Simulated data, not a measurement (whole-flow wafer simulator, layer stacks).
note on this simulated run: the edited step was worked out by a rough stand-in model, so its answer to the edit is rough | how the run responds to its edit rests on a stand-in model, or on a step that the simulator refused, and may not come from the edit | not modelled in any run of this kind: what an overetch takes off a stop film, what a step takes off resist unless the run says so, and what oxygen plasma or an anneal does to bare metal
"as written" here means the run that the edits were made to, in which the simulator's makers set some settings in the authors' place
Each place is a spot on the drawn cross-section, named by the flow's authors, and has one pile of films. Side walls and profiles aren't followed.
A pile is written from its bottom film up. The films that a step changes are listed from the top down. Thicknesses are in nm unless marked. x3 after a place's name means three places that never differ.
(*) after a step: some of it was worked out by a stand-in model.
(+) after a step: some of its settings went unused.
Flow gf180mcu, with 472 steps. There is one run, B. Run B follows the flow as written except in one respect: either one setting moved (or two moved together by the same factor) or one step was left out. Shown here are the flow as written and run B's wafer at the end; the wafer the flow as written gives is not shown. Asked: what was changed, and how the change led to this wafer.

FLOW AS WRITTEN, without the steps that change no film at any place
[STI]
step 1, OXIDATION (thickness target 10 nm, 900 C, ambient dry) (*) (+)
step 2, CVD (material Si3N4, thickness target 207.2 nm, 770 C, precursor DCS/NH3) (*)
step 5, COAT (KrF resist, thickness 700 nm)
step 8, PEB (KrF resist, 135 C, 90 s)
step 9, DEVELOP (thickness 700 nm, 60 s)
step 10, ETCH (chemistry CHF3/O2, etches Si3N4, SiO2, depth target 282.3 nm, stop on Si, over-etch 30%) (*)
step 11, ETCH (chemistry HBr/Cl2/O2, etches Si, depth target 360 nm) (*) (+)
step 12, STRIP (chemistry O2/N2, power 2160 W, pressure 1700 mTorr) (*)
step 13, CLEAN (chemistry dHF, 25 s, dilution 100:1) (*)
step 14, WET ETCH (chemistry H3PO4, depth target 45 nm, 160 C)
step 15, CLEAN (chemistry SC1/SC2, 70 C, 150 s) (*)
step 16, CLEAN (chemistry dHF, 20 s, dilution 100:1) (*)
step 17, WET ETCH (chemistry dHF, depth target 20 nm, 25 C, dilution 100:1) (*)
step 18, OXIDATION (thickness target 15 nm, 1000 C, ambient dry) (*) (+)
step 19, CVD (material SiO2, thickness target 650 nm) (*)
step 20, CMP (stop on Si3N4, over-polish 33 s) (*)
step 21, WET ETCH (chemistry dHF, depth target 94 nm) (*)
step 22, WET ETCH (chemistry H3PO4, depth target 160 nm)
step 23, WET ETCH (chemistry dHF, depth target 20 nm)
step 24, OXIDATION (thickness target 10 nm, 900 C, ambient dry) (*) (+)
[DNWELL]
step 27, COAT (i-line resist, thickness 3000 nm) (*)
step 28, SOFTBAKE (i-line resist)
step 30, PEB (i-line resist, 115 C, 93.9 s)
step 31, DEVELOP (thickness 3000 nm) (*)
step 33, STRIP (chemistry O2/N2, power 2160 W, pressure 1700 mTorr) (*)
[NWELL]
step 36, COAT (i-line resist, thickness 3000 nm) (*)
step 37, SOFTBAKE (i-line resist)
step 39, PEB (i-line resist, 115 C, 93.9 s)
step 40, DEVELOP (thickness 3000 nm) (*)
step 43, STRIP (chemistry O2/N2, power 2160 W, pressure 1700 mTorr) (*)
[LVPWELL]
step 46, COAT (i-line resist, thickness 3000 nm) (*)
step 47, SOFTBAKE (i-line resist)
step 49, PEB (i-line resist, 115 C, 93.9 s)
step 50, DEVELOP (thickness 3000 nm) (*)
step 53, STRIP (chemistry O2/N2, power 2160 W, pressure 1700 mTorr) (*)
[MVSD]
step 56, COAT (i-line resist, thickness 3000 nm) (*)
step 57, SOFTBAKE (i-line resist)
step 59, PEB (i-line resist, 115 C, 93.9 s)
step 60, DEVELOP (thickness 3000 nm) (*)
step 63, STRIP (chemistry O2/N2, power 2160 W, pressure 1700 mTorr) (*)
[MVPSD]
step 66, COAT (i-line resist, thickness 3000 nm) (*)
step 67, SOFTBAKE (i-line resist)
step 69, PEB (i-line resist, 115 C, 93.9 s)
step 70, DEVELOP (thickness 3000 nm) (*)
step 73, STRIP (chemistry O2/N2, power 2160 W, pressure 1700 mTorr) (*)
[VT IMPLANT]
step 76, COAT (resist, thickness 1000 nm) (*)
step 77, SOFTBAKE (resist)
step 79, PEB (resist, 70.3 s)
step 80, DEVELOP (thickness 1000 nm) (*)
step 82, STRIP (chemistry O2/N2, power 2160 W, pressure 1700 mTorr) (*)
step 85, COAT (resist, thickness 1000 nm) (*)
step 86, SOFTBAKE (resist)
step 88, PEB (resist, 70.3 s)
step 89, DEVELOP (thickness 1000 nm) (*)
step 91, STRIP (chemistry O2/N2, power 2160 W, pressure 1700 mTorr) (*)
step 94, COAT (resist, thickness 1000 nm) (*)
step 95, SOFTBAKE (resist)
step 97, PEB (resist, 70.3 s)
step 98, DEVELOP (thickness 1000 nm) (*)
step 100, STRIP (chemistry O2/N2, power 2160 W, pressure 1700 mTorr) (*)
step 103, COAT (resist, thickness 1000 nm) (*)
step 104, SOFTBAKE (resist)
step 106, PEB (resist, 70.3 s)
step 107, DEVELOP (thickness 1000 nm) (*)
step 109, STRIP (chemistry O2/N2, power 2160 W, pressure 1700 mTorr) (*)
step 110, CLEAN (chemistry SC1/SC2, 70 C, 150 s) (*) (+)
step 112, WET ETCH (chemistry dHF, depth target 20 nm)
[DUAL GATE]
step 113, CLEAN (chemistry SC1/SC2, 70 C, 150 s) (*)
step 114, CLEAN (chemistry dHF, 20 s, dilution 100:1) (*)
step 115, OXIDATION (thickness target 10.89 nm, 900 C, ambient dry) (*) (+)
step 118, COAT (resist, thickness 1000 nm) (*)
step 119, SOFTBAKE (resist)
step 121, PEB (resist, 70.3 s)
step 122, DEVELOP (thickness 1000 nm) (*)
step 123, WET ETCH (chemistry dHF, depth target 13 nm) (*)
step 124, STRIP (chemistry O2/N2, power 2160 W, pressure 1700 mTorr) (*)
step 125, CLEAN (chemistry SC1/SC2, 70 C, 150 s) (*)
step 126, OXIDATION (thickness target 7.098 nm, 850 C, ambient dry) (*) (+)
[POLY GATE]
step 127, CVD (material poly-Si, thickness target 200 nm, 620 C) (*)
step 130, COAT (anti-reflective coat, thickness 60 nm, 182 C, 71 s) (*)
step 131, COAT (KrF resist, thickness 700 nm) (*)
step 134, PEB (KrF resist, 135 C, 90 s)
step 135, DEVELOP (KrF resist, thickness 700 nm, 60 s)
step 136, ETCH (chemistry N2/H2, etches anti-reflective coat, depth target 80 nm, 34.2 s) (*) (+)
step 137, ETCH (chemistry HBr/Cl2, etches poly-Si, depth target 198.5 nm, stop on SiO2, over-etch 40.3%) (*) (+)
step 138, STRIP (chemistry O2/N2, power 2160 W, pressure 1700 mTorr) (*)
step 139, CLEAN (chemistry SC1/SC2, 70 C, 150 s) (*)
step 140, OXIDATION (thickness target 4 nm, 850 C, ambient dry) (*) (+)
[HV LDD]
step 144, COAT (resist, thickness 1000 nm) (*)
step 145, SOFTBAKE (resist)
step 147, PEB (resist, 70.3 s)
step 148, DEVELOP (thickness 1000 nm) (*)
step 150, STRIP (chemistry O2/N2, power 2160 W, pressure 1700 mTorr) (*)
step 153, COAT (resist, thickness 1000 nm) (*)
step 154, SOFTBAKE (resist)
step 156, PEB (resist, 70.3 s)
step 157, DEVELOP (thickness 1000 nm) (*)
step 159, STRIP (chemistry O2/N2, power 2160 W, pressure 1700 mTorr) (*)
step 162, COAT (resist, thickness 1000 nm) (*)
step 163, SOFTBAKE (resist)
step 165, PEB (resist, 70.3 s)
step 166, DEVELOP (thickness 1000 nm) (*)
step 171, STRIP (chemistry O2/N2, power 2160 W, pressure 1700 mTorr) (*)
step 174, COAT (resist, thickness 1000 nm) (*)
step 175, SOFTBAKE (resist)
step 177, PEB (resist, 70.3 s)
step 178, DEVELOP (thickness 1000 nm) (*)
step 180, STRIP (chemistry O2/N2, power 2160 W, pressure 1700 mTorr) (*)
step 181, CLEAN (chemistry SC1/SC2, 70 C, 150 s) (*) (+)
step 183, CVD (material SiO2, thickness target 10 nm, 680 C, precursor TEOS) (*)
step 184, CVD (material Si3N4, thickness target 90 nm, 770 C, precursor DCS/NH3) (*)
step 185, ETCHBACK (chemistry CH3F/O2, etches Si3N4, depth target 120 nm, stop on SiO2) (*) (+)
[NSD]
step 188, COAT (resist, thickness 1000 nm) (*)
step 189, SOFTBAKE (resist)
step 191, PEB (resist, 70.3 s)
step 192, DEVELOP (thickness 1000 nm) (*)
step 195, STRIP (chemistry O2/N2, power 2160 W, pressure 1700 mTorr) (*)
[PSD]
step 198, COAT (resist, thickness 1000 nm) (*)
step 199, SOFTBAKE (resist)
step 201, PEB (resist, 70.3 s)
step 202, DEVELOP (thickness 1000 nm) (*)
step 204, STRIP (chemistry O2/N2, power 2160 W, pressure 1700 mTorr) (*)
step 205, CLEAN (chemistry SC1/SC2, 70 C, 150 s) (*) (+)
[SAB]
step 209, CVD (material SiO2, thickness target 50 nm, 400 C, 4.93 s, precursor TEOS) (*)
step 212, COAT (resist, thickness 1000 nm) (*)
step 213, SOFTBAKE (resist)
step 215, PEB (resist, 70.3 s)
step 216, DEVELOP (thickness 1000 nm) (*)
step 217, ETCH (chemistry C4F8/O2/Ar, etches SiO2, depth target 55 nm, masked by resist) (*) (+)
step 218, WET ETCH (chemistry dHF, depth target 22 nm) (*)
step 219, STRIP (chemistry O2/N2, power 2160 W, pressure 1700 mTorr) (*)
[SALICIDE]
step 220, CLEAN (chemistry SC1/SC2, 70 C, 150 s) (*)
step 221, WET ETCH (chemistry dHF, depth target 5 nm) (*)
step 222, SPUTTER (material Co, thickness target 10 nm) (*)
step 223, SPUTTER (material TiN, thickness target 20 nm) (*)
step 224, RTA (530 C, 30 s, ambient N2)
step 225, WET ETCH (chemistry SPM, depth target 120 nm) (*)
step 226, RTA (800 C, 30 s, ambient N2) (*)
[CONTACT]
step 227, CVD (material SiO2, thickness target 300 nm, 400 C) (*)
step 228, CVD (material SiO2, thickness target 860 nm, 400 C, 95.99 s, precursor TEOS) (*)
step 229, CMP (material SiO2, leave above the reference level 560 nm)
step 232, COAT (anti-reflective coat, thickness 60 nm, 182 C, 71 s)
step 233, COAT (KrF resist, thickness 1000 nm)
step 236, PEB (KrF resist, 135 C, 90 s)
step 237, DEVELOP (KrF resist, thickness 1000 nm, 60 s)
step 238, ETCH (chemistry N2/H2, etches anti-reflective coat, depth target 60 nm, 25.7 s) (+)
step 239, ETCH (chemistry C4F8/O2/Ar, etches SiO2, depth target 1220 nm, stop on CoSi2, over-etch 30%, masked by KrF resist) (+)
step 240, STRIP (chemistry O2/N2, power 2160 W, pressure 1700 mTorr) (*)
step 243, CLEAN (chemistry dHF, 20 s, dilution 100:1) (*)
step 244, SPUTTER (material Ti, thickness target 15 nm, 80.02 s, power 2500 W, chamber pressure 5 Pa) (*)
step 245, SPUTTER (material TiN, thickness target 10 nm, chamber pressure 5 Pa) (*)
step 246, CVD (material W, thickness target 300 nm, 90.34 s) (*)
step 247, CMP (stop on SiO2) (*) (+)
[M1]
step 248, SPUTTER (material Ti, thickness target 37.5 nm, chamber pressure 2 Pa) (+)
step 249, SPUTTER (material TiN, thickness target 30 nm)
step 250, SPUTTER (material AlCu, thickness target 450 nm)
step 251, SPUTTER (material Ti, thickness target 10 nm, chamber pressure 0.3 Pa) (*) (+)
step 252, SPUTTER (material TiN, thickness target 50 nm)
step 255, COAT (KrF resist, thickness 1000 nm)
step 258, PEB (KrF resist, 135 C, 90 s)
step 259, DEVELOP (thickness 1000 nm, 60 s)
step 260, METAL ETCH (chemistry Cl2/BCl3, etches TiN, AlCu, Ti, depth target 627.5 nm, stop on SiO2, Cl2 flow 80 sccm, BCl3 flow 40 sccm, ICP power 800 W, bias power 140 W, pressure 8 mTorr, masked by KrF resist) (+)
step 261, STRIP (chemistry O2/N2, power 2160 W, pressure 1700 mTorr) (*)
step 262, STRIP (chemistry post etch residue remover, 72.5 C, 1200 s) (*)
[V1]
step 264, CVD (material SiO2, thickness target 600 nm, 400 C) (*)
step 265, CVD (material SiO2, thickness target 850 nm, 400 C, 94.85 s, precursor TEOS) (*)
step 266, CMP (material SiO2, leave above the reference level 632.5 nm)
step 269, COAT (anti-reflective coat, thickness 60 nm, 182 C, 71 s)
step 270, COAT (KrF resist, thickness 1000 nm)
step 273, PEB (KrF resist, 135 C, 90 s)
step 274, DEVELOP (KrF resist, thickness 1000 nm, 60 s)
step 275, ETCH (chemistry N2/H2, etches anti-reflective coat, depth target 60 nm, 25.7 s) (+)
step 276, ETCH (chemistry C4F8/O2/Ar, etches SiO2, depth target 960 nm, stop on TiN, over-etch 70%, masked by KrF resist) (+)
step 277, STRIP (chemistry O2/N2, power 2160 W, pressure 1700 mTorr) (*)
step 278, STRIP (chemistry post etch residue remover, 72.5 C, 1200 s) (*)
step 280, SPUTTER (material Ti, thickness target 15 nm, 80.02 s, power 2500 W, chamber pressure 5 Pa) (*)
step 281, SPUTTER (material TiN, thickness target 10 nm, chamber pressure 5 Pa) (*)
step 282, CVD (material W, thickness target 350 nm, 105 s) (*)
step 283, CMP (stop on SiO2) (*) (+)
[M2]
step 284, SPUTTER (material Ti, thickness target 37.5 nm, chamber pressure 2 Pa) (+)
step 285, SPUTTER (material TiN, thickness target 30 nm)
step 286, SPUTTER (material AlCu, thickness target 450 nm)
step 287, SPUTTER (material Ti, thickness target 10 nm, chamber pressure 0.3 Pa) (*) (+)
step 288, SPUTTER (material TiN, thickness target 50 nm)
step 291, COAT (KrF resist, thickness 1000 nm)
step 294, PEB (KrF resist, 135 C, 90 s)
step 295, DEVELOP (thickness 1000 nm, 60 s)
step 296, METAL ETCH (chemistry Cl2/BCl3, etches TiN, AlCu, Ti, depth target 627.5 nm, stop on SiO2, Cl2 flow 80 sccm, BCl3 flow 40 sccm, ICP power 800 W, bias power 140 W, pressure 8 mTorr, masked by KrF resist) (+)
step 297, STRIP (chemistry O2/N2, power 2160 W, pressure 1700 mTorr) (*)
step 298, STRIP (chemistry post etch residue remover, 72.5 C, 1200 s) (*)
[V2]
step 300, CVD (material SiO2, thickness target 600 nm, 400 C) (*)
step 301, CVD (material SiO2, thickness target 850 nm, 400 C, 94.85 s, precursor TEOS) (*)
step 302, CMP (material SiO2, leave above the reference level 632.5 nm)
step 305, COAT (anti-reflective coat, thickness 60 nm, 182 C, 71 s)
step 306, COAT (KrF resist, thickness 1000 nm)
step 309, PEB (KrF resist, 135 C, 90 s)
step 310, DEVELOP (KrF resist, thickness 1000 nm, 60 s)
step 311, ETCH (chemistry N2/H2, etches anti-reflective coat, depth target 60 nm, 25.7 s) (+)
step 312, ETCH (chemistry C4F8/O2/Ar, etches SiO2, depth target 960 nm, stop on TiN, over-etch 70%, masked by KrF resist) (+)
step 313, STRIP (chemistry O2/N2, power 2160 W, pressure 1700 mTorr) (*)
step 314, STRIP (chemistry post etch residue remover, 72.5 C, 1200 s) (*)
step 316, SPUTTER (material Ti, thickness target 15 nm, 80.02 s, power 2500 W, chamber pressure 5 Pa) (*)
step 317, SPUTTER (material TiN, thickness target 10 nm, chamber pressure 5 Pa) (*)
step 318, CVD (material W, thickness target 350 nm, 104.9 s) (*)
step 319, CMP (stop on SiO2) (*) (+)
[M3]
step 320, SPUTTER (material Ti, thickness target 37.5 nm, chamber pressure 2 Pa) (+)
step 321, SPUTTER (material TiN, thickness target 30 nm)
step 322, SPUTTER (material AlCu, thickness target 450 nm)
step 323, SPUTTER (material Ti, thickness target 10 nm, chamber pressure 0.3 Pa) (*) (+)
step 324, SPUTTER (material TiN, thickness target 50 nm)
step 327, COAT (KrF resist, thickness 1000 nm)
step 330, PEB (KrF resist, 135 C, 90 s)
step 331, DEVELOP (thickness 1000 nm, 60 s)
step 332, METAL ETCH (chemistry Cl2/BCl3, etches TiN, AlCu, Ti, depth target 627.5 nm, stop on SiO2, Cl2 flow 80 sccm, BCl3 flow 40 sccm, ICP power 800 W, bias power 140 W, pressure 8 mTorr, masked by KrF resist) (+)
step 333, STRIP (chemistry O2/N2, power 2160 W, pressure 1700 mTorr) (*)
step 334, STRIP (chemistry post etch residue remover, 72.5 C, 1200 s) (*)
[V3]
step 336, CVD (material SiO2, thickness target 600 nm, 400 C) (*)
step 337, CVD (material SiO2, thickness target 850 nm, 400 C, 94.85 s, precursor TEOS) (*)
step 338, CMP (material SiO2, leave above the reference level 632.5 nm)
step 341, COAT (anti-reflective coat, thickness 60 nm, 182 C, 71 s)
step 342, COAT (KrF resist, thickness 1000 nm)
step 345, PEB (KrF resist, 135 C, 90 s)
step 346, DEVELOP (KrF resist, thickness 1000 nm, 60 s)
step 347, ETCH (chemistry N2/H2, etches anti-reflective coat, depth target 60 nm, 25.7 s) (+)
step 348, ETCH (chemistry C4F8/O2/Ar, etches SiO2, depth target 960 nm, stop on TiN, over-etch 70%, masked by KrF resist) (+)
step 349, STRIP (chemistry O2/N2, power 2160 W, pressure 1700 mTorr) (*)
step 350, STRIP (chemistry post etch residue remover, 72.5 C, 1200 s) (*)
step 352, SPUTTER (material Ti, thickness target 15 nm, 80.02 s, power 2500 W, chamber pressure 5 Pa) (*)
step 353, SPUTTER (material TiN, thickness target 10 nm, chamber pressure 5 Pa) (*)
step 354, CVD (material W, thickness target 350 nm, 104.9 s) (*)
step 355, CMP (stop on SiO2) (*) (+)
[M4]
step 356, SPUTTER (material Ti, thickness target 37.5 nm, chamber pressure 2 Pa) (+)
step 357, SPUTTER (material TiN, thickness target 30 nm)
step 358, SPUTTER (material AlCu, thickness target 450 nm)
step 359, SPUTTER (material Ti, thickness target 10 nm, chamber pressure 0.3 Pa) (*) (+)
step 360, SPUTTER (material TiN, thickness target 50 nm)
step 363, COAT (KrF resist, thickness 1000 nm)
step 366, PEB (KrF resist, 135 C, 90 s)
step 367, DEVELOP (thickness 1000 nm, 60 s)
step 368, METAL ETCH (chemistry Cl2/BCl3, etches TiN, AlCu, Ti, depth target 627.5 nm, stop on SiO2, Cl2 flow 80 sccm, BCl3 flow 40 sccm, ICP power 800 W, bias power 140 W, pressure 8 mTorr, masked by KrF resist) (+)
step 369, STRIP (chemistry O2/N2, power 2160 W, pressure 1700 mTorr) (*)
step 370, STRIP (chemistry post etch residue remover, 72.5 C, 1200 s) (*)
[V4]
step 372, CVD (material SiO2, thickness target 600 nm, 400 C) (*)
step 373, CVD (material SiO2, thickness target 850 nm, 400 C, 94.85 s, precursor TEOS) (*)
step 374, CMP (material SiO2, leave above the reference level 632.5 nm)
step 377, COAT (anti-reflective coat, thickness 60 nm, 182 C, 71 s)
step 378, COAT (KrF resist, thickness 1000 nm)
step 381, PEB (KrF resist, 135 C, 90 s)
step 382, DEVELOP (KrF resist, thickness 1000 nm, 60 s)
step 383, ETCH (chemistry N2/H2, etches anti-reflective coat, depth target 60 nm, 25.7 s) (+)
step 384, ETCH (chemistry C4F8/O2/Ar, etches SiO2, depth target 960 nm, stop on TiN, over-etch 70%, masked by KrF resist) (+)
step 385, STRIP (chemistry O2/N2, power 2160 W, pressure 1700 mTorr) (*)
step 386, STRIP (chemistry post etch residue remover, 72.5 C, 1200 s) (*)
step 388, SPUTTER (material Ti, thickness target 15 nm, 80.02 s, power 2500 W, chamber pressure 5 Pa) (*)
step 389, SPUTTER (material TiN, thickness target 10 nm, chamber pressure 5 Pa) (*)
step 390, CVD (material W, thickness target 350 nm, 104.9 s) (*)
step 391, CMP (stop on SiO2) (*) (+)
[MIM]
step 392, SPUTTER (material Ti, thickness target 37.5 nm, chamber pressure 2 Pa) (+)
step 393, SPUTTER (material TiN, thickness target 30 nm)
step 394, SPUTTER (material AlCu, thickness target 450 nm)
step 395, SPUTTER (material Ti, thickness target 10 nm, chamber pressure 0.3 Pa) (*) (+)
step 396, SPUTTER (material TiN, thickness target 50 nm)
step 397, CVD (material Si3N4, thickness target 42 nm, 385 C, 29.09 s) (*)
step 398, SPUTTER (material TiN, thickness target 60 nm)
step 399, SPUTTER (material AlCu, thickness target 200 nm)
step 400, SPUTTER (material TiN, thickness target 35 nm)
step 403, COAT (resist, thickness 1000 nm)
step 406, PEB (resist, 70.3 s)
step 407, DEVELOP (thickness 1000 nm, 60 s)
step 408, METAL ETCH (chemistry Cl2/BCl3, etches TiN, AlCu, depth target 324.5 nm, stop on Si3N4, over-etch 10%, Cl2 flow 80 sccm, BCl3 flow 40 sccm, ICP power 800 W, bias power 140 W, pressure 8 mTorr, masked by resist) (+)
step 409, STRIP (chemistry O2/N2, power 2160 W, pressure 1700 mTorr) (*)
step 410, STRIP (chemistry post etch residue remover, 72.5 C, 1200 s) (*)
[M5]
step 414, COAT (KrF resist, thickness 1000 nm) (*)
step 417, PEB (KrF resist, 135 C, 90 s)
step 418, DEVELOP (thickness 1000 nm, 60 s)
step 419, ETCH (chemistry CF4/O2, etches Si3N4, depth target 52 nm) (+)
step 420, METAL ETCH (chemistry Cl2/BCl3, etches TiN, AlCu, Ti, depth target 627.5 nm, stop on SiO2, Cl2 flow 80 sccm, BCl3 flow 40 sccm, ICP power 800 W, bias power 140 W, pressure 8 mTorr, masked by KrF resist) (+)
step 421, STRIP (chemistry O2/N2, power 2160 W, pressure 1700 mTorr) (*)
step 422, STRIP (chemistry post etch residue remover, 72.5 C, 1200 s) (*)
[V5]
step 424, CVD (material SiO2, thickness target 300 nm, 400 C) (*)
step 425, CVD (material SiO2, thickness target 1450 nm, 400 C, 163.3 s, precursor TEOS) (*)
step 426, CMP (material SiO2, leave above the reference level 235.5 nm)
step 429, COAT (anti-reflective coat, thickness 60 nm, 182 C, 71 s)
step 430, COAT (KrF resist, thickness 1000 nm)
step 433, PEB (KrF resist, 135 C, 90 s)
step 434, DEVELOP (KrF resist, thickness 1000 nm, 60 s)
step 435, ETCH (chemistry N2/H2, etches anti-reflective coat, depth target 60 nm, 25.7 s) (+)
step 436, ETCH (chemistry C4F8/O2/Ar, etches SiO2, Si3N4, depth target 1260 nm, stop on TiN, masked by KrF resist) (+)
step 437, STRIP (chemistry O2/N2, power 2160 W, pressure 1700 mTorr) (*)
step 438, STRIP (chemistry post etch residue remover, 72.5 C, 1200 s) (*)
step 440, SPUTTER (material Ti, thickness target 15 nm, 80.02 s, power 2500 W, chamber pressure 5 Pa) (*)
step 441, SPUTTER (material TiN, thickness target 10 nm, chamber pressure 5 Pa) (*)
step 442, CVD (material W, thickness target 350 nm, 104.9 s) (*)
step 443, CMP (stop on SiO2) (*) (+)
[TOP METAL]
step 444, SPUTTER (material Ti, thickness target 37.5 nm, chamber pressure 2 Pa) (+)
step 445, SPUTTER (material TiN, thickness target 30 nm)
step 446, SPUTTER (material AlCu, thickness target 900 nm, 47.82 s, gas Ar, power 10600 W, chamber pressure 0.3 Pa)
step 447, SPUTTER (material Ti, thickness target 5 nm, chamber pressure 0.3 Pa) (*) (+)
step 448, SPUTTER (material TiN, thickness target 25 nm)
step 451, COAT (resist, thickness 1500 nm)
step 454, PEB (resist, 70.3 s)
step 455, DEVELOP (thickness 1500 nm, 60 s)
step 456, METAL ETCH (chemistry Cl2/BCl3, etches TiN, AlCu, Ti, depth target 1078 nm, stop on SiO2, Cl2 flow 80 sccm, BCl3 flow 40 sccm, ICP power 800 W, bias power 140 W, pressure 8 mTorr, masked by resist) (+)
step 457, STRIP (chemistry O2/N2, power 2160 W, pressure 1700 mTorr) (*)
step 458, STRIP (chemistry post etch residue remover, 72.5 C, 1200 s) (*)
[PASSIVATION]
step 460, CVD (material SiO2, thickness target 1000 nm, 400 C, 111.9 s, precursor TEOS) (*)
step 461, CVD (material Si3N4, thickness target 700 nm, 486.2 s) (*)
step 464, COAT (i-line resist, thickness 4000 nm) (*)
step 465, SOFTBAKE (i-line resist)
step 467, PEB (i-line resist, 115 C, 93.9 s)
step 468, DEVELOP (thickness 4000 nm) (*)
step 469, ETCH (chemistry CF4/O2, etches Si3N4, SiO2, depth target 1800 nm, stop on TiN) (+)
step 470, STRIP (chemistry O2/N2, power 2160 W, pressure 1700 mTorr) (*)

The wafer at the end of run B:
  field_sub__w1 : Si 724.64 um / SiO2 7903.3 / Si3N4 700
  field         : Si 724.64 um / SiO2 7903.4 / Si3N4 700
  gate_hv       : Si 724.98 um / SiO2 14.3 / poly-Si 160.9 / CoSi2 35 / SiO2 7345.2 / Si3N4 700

What caused this: step 460, CVD: thickness target 670 nm was run, though the flow has thickness target 1000 nm; step 460, CVD: 75 s was run, where the flow has 111.9 s.

Step by step, how the change led to this:
  step 460, CVD (material SiO2, thickness target 1000 nm, 400 C, 111.9 s, precursor TEOS) (*)
      field, field__w1, field__w2 and 103 more: +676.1 SiO2 (as written it would have been: +1000 SiO2)
      field__w8, contact, m1, m1__w1, pad, m1_nw: +676.1 SiO2 (new film) (as written it would have been: +1000 SiO2 (new film))
  step 465, SOFTBAKE (i-line resist)
      gate: -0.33 i-line resist (as written it would have been: +1.79 i-line resist)
      ld_acc_p, ld_fp_p, ld_drift_p: +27 i-line resist (as written it would have been: +33.8 i-line resist)
      (and at 57 other places as well)
  step 469, ETCH (chemistry CF4/O2, etches Si3N4, SiO2, depth target 1800 nm, stop on TiN) (+)
      pad: -700 Si3N4 (all of it), -676.1 SiO2 (all of it) (as written it would have been: -700 Si3N4 (all of it), -1000 SiO2 (all of it))
